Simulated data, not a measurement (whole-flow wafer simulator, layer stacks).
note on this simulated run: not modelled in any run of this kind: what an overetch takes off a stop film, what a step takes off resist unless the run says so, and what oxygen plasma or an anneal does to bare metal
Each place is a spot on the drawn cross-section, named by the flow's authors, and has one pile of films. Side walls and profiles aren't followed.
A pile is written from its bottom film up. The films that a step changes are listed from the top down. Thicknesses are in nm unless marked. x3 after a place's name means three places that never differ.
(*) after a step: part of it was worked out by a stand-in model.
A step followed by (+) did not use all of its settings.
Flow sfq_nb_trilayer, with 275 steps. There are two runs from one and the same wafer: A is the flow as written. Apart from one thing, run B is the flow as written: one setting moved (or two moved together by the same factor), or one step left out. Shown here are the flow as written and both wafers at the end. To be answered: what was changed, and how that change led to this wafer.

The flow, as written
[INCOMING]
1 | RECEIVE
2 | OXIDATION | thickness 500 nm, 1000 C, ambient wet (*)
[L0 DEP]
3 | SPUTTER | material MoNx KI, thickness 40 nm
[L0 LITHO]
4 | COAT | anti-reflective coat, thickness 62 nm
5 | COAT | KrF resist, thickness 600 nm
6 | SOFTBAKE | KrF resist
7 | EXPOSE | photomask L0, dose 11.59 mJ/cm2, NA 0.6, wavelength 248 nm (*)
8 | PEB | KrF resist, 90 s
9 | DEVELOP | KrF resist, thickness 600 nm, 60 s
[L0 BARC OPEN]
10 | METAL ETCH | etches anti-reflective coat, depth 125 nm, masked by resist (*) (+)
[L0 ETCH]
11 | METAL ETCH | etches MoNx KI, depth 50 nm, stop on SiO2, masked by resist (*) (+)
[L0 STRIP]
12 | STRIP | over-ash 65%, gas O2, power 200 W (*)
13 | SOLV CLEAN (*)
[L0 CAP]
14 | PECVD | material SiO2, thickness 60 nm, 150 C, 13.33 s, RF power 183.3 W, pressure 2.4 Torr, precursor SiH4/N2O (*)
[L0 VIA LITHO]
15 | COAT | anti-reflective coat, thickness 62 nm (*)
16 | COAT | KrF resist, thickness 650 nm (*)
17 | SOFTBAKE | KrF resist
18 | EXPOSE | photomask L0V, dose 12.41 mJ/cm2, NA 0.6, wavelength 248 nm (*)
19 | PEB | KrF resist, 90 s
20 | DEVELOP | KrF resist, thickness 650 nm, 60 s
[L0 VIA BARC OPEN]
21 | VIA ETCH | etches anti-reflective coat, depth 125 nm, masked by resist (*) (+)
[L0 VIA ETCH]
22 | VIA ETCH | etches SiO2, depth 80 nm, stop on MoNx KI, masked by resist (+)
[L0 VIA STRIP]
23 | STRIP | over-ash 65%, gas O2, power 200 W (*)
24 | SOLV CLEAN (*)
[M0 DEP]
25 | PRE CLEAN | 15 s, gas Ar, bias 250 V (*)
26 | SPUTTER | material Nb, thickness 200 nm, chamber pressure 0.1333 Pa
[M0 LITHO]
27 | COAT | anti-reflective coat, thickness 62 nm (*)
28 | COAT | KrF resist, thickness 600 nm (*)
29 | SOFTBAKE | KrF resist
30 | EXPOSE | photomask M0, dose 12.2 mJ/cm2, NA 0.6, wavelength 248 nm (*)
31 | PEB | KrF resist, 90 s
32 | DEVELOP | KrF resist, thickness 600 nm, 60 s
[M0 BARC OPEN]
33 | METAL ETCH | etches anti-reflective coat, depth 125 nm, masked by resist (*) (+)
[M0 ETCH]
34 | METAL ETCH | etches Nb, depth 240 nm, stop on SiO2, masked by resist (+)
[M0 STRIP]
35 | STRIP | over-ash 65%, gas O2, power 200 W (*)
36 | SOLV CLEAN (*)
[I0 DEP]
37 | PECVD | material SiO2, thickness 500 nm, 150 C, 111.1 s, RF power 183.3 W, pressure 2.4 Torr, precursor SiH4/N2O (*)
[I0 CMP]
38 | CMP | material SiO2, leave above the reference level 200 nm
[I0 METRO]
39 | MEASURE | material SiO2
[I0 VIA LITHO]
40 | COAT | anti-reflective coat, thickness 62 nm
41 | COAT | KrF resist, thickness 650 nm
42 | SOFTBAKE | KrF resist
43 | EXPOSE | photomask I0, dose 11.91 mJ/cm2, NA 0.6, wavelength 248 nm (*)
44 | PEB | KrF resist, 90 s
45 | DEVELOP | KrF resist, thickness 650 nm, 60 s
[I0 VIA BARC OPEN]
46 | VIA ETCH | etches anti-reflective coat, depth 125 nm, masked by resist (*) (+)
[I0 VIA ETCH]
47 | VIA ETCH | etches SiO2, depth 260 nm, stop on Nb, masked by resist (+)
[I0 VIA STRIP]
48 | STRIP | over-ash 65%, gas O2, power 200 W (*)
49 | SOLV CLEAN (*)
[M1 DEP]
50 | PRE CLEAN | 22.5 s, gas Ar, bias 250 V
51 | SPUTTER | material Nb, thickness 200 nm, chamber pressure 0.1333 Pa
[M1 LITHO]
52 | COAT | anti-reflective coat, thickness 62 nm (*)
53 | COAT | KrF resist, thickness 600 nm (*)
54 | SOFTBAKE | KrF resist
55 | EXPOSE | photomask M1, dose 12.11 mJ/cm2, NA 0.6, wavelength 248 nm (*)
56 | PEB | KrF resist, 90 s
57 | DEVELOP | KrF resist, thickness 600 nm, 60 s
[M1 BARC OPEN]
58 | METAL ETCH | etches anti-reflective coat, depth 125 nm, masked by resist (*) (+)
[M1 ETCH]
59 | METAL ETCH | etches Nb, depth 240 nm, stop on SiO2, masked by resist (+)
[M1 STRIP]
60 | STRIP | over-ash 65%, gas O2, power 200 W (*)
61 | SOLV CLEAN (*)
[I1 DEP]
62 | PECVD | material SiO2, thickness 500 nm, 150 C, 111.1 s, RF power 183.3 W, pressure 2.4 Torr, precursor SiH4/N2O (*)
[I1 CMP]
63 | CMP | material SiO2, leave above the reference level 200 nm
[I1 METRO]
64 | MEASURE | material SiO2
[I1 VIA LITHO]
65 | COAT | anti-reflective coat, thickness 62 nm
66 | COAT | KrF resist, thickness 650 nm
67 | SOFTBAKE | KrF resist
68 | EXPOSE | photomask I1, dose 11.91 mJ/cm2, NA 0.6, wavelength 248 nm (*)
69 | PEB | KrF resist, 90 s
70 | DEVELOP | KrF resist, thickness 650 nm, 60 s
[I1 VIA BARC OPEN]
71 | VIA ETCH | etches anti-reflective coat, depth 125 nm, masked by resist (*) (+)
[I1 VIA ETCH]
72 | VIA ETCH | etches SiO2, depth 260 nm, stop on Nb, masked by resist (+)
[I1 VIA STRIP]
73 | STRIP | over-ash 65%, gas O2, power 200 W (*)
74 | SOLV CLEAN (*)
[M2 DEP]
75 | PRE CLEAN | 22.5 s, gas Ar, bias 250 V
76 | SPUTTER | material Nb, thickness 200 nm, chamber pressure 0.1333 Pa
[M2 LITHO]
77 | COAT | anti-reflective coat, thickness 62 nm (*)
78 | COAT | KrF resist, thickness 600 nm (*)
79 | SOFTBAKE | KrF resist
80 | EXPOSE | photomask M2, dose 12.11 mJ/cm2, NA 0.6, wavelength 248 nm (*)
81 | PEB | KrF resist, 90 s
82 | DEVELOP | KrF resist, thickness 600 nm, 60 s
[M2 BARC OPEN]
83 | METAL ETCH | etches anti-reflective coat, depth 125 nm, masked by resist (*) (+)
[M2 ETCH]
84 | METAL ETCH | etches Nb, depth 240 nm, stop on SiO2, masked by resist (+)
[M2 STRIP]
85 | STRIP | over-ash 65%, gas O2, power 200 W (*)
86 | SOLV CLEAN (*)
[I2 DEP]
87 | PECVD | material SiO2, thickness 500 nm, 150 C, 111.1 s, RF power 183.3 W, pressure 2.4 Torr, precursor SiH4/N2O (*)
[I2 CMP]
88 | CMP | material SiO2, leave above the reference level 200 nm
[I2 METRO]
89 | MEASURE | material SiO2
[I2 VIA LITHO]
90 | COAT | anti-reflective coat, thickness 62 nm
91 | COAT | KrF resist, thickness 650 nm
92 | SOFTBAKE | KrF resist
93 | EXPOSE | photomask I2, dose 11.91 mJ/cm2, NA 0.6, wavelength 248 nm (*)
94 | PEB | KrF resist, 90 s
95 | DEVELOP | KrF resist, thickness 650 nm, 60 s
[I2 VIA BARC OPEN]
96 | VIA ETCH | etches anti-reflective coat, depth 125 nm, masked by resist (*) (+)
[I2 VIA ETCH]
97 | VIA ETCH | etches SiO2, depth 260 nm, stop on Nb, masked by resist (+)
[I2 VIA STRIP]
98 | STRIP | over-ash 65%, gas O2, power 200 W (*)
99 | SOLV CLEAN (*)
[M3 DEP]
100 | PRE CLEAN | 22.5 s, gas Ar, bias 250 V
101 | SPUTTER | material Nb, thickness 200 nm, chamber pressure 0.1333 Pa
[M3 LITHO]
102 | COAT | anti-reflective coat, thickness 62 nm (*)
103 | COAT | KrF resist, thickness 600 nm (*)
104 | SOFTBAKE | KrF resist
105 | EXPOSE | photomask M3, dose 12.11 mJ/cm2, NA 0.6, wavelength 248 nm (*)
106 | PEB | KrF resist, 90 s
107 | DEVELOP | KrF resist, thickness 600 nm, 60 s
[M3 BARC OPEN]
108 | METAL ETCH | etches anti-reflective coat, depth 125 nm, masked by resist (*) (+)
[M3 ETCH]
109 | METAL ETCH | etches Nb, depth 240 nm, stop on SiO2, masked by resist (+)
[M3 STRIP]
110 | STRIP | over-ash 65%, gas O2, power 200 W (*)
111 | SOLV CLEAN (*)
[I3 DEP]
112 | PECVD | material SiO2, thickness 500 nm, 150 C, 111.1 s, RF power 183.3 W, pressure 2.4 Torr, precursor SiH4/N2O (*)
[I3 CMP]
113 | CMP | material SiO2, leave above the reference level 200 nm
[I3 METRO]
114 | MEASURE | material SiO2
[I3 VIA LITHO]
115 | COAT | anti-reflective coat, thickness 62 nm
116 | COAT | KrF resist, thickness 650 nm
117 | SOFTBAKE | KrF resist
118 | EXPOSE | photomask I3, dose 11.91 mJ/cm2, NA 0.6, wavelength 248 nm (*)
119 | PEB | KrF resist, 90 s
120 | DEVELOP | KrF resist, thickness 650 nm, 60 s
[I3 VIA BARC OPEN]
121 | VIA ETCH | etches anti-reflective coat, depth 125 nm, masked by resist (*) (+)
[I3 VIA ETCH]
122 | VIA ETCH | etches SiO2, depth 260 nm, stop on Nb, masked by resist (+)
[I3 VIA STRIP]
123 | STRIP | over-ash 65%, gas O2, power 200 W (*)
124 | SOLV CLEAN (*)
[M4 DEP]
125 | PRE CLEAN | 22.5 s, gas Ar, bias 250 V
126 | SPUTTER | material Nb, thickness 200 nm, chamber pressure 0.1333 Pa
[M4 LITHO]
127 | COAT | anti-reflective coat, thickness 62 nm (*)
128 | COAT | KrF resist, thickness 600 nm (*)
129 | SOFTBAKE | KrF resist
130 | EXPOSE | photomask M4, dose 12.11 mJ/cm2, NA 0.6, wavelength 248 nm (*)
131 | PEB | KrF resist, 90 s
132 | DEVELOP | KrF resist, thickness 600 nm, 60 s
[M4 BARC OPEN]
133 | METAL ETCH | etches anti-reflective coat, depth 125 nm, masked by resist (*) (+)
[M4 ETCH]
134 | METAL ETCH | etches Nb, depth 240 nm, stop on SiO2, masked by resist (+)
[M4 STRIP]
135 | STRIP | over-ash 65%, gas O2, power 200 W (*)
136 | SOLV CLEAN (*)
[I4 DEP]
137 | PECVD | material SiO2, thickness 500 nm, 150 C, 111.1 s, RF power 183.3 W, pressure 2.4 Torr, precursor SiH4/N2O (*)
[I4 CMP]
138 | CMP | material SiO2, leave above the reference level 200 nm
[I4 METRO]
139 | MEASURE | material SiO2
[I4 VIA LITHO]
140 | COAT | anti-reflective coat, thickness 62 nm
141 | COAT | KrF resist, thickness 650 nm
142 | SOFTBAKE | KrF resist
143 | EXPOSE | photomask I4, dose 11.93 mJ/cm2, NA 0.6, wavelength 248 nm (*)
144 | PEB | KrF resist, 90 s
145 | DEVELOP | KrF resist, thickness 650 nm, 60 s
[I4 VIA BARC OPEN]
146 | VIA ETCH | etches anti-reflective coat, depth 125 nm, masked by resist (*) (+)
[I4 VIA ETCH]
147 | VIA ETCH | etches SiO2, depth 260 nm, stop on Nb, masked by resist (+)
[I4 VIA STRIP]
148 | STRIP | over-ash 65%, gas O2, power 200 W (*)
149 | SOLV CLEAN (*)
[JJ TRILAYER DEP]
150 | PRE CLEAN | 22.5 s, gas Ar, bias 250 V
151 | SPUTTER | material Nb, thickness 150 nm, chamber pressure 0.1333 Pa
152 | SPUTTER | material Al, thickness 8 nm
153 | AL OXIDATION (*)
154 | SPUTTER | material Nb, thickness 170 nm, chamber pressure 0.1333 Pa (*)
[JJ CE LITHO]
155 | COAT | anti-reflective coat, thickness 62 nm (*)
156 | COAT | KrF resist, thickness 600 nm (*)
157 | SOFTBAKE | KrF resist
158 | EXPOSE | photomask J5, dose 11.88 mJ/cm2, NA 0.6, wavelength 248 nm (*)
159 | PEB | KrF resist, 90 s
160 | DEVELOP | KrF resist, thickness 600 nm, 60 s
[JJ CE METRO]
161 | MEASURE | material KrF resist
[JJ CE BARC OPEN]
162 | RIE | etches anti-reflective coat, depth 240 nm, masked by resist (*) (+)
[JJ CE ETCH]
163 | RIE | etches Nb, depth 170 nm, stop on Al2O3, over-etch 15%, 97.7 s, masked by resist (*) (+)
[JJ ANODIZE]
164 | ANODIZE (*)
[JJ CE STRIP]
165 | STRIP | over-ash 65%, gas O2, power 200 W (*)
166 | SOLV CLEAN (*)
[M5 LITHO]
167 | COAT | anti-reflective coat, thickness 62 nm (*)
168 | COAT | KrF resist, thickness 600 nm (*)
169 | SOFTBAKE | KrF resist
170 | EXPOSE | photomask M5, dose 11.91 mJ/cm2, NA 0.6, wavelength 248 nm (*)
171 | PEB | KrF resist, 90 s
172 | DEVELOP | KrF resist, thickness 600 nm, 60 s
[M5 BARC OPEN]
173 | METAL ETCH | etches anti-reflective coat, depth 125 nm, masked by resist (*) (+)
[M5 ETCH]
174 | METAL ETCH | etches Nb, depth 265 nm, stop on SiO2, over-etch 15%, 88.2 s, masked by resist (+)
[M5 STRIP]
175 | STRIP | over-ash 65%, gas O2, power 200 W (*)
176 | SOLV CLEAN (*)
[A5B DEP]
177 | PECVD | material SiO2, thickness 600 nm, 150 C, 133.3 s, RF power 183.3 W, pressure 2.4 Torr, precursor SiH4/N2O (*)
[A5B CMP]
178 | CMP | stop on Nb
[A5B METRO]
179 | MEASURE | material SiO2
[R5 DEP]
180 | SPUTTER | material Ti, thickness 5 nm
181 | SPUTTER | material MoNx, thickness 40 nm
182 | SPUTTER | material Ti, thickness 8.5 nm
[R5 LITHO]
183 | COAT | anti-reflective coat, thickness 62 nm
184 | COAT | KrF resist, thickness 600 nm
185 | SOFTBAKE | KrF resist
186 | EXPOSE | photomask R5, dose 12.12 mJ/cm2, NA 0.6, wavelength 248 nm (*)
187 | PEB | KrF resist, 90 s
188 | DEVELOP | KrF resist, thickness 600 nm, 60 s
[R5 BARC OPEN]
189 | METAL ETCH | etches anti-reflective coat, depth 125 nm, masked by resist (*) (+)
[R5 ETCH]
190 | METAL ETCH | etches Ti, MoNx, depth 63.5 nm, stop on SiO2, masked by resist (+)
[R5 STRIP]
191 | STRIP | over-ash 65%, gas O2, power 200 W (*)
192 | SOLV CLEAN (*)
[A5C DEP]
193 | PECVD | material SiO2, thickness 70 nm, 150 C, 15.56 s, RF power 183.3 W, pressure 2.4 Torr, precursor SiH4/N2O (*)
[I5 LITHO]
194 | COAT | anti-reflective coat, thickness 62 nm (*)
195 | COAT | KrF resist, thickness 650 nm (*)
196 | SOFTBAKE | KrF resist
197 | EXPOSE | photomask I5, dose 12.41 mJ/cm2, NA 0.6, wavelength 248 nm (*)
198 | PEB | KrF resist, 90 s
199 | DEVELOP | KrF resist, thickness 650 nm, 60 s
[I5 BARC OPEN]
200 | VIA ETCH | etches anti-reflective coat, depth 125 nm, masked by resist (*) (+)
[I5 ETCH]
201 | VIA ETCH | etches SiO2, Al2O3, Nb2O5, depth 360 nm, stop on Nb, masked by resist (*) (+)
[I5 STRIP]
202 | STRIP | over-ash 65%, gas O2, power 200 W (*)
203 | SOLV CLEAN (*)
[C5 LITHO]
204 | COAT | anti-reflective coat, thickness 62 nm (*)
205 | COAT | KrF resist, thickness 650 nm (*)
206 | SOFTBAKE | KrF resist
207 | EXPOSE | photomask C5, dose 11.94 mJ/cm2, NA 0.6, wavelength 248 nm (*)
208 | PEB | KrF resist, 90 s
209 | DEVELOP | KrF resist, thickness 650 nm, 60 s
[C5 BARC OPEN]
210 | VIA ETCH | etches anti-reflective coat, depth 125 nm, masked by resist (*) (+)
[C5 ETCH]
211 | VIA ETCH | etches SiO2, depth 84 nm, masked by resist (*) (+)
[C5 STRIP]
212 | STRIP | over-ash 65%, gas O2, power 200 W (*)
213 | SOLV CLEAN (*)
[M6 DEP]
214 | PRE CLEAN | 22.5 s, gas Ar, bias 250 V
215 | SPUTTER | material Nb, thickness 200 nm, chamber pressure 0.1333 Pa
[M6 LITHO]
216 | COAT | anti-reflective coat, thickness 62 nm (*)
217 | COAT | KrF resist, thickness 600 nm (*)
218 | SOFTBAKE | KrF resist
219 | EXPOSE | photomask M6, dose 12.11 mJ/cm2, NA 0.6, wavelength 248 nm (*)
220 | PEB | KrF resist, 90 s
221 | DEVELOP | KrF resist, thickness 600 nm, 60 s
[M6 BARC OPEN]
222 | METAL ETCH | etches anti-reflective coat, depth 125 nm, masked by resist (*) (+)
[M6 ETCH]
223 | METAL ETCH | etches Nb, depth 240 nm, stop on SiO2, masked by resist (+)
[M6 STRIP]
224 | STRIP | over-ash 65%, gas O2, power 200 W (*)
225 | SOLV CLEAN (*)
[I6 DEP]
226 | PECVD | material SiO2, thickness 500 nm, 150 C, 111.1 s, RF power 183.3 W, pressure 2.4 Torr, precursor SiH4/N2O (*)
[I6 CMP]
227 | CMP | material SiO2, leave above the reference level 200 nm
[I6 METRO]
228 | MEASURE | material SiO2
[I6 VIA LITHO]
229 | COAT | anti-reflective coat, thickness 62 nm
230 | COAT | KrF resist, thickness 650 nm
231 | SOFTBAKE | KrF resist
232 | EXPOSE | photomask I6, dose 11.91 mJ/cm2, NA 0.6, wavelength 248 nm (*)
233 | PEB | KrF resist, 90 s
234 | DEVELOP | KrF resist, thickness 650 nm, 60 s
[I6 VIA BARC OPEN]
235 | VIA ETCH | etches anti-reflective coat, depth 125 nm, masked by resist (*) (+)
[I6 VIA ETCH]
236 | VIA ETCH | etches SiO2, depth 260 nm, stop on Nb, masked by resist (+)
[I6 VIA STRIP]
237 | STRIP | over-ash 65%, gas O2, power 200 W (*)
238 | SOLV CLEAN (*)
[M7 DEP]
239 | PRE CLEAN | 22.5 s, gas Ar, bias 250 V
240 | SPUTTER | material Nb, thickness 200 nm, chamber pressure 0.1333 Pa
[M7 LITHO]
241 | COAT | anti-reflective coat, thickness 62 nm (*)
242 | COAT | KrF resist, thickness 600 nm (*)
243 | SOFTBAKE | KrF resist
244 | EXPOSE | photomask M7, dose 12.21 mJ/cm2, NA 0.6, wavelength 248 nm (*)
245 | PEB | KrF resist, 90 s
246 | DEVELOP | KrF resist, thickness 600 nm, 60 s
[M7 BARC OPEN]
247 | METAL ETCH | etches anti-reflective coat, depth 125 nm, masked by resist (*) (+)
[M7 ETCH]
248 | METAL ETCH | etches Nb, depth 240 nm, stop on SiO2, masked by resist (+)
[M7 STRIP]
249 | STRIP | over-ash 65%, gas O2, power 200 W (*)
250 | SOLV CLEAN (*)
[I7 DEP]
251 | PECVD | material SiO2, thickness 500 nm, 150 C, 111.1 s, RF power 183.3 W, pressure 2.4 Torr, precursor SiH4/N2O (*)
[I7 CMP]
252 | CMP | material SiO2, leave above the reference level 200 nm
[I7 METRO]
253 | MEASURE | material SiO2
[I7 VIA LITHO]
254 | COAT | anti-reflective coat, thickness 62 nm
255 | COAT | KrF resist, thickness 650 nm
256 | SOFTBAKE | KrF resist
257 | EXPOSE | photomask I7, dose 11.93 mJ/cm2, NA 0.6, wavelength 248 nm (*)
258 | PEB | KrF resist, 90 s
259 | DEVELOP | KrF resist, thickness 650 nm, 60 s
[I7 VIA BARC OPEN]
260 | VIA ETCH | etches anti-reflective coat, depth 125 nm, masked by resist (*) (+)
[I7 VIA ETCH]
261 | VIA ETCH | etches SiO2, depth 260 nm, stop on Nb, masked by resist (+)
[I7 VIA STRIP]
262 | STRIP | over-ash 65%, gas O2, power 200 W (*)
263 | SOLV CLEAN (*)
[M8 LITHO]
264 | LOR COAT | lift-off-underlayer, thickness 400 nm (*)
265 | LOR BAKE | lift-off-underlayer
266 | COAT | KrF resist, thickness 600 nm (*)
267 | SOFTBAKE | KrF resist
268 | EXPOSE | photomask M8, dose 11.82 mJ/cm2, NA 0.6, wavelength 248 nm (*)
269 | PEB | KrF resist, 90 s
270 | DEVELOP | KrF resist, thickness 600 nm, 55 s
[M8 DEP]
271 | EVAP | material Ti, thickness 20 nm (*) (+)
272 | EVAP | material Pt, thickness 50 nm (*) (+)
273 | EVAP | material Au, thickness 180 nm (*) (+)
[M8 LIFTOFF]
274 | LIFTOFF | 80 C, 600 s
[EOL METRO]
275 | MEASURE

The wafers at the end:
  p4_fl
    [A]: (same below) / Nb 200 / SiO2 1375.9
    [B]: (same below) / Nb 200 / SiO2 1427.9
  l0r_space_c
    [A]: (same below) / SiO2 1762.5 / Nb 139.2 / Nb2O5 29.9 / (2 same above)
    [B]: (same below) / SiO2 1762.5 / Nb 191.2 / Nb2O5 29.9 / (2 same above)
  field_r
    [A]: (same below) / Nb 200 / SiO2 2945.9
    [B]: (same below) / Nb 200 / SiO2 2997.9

What caused this: step 151, SPUTTER: thickness 202 nm was run, whereas the flow has thickness 150 nm.

How this came from the change, step by step:
  151 | SPUTTER | material Nb, thickness 150 nm, chamber pressure 0.1333 Pa
      field_l, v_sur, via_sp and 100 more: A Nb gains 150 (new film) | B Nb gains 202 (new film)
      via_wl, via_w, via_wr: A Nb gains 130.4 | B Nb gains 176.2
  154 | SPUTTER | material Nb, thickness 170 nm, chamber pressure 0.1333 Pa (*)
      via_wl, via_wr: A Nb gains 140.7 (new film) | B Nb gains 137.8 (new film)
  155 | COAT | anti-reflective coat, thickness 62 nm (*)
      via_wl, via_wr: A anti-reflective coat gains 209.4 (new film) | B anti-reflective coat gains 225.5 (new film)
      via_w: A anti-reflective coat gains 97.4 (new film) | B anti-reflective coat gains 102.5 (new film)
  162 | RIE | etches anti-reflective coat, depth 240 nm, masked by resist (*) (+)
      ce_l, c5j, ce_r, wl_jj: A KrF resist loses 209.4 | B KrF resist loses 225.5
      via_wl, via_wr: A anti-reflective coat loses 209.4 (all of it) | B anti-reflective coat loses 225.5 (all of it)
      (also at 1 further place)
  163 | RIE | etches Nb, depth 170 nm, stop on Al2O3, over-etch 15%, 97.7 s, masked by resist (*) (+)
      via_wl, via_wr: A Nb loses 140.7 (all of it), Al2O3 loses 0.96 (all of it) | B Nb loses 137.8 (all of it), Al2O3 loses 0.96 (all of it)
  164 | ANODIZE (*)
      via_wl, via_wr: A Al2O3 gains 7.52 (new film), Nb2O5 gains 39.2 (new film), Al loses 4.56 (all of it), Nb loses 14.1 | B Al2O3 gains 6.84 (new film), Nb2O5 gains 40.4 (new film), Al loses 4.15 (all of it), Nb loses 14.5
  165 | STRIP | over-ash 65%, gas O2, power 200 W (*)
      ce_l: A KrF resist loses 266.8 (all of it), anti-reflective coat loses 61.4 (all of it) | B KrF resist loses 250.7 (all of it), anti-reflective coat loses 61.4 (all of it)
      c5j: A KrF resist loses 266.9 (all of it), anti-reflective coat loses 61.5 (all of it) | B KrF resist loses 250.7 (all of it), anti-reflective coat loses 61.5 (all of it)
      (also at 2 further places)
  167 | COAT | anti-reflective coat, thickness 62 nm (*)
      v_sur: A anti-reflective coat gains 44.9 (new film) | B anti-reflective coat gains 41.2 (new film)
      via_wl: A anti-reflective coat gains 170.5 (new film) | B anti-reflective coat gains 154.3 (new film)
      (also at 3 further places)
  168 | COAT | KrF resist, thickness 600 nm (*)
      via_wl: A KrF resist gains 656 (new film) | B KrF resist gains 672.2 (new film)
      via_wr: A KrF resist gains 656.6 (new film) | B KrF resist gains 673.1 (new film)
  174 | METAL ETCH | etches Nb, depth 265 nm, stop on SiO2, over-etch 15%, 88.2 s, masked by resist (+)
      r_sur, res, r_end and 48 more: A Al2O3 loses 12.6 (all of it), Nb2O5 loses 29.9 (all of it), Nb loses 139.2 (all of it), SiO2 loses 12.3 | B Al2O3 loses 12.6 (all of it), Nb2O5 loses 29.9 (all of it), Nb loses 191.2 (all of it), SiO2 loses 7.09
      field_l, wl_a_sl: A Al2O3 loses 12.6 (all of it), Nb2O5 loses 29.9 (all of it), Nb loses 139.2 (all of it), SiO2 loses 12.3 | B Al2O3 loses 12.6 (all of it), Nb2O5 loses 29.9 (all of it), Nb loses 191.2 (all of it), SiO2 loses 7.1
  175 | STRIP | over-ash 65%, gas O2, power 200 W (*)
      v_sur: A KrF resist loses 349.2 (all of it), anti-reflective coat loses 44.9 (all of it) | B KrF resist loses 348.2 (all of it), anti-reflective coat loses 41.2 (all of it)
      via_wl: A KrF resist loses 427 (all of it), anti-reflective coat loses 170.5 (all of it) | B KrF resist loses 443.2 (all of it), anti-reflective coat loses 154.3 (all of it)
      (also at 3 further places)
  178 | CMP | stop on Nb
      field_l, p4_fl, p4_fm and 39 more: A SiO2 loses 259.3 | B SiO2 loses 212.5
      r_sur, res, r_end, moat, field_r, lsp_l: A SiO2 loses 252.3 | B SiO2 loses 203.8
      (also at 8 further places)
